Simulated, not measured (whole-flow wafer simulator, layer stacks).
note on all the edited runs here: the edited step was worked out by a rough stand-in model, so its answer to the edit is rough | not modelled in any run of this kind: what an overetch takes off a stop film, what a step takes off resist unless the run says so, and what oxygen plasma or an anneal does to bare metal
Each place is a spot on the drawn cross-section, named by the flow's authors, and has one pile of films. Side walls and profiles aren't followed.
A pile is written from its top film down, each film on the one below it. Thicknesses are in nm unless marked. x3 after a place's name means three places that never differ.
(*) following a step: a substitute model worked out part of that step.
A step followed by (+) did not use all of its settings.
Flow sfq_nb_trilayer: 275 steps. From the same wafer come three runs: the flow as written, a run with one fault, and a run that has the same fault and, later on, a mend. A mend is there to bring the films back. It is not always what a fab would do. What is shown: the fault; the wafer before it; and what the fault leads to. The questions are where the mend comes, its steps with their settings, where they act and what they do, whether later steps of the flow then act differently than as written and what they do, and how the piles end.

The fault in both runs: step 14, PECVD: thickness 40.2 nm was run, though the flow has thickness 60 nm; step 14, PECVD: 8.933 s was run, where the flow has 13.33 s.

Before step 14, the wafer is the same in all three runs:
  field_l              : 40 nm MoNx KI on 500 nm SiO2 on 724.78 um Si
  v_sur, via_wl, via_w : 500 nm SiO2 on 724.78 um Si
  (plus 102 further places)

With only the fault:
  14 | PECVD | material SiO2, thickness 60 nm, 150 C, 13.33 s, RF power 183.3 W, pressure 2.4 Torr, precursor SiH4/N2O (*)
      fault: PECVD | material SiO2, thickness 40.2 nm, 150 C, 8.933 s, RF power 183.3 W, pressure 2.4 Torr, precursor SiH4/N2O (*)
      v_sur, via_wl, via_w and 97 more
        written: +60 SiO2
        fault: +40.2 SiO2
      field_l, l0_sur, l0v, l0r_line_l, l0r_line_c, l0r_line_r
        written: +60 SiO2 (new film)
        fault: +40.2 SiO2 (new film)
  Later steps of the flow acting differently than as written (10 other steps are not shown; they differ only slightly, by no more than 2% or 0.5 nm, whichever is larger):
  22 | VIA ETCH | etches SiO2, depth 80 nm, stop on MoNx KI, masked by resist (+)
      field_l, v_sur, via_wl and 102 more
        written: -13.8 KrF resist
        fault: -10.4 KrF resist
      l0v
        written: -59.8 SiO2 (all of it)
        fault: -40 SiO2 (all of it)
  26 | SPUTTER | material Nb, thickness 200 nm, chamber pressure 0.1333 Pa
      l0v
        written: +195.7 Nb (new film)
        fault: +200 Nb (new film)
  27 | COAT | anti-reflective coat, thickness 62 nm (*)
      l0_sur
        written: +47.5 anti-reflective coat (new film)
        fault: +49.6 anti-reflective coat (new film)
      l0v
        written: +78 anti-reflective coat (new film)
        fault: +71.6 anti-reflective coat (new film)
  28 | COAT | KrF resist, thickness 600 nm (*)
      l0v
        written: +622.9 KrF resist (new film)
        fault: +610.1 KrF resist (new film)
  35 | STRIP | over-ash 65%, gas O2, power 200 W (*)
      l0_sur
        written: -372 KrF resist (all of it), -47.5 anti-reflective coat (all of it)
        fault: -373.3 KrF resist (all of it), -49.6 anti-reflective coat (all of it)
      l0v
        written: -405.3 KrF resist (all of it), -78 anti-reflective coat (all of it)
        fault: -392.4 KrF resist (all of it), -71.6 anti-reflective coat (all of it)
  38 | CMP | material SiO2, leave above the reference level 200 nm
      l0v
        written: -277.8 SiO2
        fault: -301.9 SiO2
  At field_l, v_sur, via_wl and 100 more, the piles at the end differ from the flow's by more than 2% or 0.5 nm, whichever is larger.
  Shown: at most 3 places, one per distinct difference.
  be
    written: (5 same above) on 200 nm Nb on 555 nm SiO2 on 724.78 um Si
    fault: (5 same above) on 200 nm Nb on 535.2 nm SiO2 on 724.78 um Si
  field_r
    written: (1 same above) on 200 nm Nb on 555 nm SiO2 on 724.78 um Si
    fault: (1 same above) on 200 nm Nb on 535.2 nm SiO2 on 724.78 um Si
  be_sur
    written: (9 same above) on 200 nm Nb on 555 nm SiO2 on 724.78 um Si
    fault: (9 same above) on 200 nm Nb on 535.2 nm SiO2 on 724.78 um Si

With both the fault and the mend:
  After step 14 comes the mend.
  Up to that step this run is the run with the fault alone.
  14a | PECVD | material SiO2, thickness 19.8 nm, 150 C, 4.4 s, RF power 183.3 W, pressure 2.4 Torr, precursor SiH4/N2O (the flow's step 14 again, with other settings)
      field_l, v_sur, via_wl and 103 more
        +19.8 SiO2
  Every later step of the flow that is run acts as written, at every place that is followed, to within 2% or 0.5 nm, whichever is larger.
  The piles end the same as the flow's at every place that both follow.
